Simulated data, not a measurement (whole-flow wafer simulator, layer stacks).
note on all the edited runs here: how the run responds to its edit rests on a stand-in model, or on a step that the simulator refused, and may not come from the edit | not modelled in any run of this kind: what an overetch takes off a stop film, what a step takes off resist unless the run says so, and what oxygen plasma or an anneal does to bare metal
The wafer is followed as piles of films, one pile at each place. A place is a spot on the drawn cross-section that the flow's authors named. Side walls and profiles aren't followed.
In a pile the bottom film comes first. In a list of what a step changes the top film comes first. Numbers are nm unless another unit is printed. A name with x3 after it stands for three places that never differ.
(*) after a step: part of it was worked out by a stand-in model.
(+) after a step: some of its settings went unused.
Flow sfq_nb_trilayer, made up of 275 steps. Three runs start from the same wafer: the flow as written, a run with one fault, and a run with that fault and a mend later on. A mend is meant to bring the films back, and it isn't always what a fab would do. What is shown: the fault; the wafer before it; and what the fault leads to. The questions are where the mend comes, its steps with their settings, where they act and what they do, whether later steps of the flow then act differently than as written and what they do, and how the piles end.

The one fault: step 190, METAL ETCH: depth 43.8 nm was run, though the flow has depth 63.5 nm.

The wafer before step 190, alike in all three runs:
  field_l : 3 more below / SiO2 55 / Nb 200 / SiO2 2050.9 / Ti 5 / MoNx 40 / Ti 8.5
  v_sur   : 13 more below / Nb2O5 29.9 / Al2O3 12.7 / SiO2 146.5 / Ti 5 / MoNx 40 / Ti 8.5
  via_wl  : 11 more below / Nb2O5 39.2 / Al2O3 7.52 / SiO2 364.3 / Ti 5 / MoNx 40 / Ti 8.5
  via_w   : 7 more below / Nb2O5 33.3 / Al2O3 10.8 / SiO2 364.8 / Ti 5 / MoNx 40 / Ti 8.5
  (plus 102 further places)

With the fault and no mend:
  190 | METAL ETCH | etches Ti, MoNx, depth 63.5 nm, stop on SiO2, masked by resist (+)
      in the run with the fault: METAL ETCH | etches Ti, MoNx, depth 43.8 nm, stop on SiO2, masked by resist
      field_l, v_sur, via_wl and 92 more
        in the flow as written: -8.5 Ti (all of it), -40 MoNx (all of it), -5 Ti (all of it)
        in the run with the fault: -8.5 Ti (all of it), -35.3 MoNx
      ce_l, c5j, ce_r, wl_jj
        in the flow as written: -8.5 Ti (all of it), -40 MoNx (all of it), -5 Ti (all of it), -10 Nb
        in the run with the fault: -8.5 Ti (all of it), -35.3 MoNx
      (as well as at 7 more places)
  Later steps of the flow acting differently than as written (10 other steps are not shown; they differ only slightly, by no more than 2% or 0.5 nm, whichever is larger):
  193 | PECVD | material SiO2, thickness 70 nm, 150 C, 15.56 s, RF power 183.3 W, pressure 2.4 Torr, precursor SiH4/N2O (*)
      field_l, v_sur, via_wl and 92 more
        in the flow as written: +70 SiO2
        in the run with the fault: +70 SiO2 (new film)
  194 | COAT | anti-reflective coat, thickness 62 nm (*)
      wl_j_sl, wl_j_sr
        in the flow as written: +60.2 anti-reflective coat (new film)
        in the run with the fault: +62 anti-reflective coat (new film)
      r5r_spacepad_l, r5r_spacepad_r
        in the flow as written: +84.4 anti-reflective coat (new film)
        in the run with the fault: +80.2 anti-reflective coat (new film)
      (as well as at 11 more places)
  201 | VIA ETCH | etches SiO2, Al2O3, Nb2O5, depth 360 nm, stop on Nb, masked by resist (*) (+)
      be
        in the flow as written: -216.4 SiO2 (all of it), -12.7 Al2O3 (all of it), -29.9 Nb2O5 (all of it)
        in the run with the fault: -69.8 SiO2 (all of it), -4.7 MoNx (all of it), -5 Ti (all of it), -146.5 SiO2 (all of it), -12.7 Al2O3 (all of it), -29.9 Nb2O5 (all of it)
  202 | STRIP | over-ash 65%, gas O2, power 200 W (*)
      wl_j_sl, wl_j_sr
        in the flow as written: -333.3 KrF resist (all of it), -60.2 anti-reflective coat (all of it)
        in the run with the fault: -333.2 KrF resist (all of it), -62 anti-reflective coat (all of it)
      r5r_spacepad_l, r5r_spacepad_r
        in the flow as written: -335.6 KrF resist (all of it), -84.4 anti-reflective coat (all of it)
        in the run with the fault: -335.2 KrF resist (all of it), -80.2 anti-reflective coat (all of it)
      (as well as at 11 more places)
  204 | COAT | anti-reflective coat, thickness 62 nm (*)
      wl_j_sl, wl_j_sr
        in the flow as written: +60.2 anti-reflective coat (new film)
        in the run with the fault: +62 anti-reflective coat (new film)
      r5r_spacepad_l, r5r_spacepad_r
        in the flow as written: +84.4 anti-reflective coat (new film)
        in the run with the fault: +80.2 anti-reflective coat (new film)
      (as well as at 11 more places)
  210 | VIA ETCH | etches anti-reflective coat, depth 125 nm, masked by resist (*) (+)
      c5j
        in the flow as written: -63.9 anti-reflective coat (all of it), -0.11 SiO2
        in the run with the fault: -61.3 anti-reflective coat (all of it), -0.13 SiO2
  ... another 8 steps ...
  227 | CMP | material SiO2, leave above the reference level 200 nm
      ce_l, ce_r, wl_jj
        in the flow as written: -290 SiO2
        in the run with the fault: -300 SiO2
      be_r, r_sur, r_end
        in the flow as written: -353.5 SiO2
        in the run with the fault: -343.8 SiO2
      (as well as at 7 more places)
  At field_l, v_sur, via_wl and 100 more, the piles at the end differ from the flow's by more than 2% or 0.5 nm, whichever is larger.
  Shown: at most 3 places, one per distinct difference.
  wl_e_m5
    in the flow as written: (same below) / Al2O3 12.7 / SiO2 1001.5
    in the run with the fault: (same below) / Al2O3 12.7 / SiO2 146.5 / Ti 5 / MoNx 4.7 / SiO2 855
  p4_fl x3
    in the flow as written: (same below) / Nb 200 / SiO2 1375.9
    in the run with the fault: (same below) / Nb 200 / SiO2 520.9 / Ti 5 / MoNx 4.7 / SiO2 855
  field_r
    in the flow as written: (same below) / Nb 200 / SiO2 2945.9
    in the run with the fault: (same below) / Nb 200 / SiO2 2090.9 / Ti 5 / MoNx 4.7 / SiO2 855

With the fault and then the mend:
  After step 191 comes the mend.
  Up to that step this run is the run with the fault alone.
  191a | COAT | anti-reflective coat, thickness 62 nm (*) (the flow's step 183 again)
      p4_fl x3, p4_w1 x9, p4_g1 x2 and 57 more
        +62 anti-reflective coat (new film)
      field_l, v_sur, via_wl and 6 more
        +62.2 anti-reflective coat (new film)
      wire, be, lsp_m, ln_m6, lsp_r
        +62.3 anti-reflective coat (new film)
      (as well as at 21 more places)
  191b | COAT | KrF resist, thickness 600 nm (*) (the flow's step 184 again)
      p4_fl x3, p4_w1 x9, p4_g1 x2 and 57 more
        +600 KrF resist (new film)
      field_l, v_sur, via_wl, via_w
        +600.5 KrF resist (new film)
      via_wr, via_sp, l0v
        +600.6 KrF resist (new film)
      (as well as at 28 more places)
  191c | SOFTBAKE | KrF resist (the flow's step 185 again)
      leaves every film unchanged at each place that is followed
  191d | EXPOSE | photomask R5, dose 12.12 mJ/cm2, NA 0.6, wavelength 248 nm (*) (the flow's step 186 again)
      leaves every film unchanged at each place that is followed
  191e | PEB | KrF resist, 90 s (the flow's step 187 again)
      field_l, v_sur, via_wl and 76 more
        -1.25 KrF resist
      via_v, wire, be and 14 more
        -1.26 KrF resist
      c5j, ce_r, r5r_space_c
        -1.27 KrF resist
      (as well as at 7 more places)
  191f | DEVELOP | KrF resist, thickness 600 nm, 60 s (the flow's step 188 again)
      p4_fl x3, p4_w1 x9, p4_g1 x2 and 57 more
        -598.7 KrF resist (all of it)
      be_r, r_sur, res, r_end, r5r_line_l, r5r_line_c, r5r_line_r
        -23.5 KrF resist
      via_wl, via_w, via_wr
        -599.3 KrF resist (all of it)
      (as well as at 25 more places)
  191g | METAL ETCH | etches anti-reflective coat, depth 125 nm, masked by resist (*) (+) (the flow's step 189 again)
      p4_fl x3, p4_w1 x9, p4_g1 x2 and 57 more
        -62 anti-reflective coat (all of it)
      field_l, v_sur, via_wl and 6 more
        -62.2 anti-reflective coat (all of it)
      be_r, r_sur, res, r_end, r5r_line_l, r5r_line_c, r5r_line_r
        -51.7 KrF resist
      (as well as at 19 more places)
  191h | METAL ETCH | etches Ti, MoNx, depth 19.7 nm, stop on SiO2, masked by resist (+) (the flow's step 190 again, with other settings)
      field_l, v_sur, via_wl and 92 more
        -4.7 MoNx (all of it), -5 Ti (all of it)
      be_r, r_sur, res, r_end, r5r_line_l, r5r_line_c, r5r_line_r
        -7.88 KrF resist
      ce_l, c5j, ce_r, wl_jj
        -4.7 MoNx (all of it), -5 Ti (all of it), -10 Nb
  191i | STRIP | over-ash 65%, gas O2, power 200 W (*) (the flow's step 191 again)
      r5r_line_l, r5r_line_c, r5r_line_r
        -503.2 KrF resist (all of it), -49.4 anti-reflective coat (all of it)
      be_r
        -497.5 KrF resist (all of it), -54.6 anti-reflective coat (all of it)
      r_sur
        -497.5 KrF resist (all of it), -58.1 anti-reflective coat (all of it)
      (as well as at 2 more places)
  Later steps of the flow that are run all act as written at every place that is followed.
  By the end, the piles equal the flow's at every place that both follow.
